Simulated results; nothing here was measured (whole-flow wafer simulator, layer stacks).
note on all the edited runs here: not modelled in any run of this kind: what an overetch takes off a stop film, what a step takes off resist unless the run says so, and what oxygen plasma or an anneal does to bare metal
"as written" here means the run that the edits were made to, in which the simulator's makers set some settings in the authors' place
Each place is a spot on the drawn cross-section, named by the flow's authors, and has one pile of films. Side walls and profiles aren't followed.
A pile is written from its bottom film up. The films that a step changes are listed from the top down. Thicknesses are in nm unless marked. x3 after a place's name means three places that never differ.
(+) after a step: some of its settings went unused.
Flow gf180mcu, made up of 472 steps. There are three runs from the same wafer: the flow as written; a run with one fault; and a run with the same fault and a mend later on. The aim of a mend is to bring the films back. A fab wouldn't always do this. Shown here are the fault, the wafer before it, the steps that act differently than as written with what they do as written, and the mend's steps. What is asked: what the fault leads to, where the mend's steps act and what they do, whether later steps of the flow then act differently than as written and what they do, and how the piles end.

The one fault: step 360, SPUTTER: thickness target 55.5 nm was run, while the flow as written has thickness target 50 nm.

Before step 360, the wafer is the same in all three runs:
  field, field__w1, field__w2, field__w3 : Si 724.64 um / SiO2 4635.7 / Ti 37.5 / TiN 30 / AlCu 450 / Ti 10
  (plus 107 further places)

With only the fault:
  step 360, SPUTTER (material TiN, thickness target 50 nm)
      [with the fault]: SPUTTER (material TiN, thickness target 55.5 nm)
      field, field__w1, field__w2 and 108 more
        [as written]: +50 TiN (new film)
        [with the fault]: +55.5 TiN (new film)
  Later steps of the flow acting differently than as written (5 more steps, not shown, differ only slightly: by at most 2% or 0.5 nm, whichever is larger):
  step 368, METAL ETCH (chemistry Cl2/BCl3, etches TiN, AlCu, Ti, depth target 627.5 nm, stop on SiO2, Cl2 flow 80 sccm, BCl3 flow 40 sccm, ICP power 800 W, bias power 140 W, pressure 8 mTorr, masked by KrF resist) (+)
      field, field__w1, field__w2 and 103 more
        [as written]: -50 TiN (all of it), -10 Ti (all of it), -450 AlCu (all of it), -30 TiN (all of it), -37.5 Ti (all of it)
        [with the fault]: -55.5 TiN (all of it), -10 Ti (all of it), -450 AlCu (all of it), -30 TiN (all of it), -37.5 Ti (all of it)
  The piles end different from the flow's at field__w8, contact, m1, m1__w1, m1_nw by more than 2% or 0.5 nm, whichever is larger.
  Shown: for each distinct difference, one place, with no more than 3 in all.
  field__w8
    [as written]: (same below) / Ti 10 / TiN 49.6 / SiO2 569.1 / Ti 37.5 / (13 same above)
    [with the fault]: (same below) / Ti 10 / TiN 55.1 / SiO2 563.6 / Ti 37.5 / (13 same above)
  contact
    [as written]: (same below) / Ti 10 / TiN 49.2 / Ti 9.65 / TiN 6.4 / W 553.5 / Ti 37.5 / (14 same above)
    [with the fault]: (same below) / Ti 10 / TiN 54.7 / Ti 9.68 / TiN 6.42 / W 547.9 / Ti 37.5 / (14 same above)

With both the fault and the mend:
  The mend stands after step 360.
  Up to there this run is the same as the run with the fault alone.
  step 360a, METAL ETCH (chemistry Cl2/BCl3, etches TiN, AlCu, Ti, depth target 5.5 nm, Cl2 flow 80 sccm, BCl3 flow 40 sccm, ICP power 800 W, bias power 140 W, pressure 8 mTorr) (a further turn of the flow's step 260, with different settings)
      field, field__w1, field__w2 and 108 more
        -5.5 TiN
  Later steps of the flow that are run all act as written at every place that is followed.
  The piles end the same as the flow's at every place that both follow.
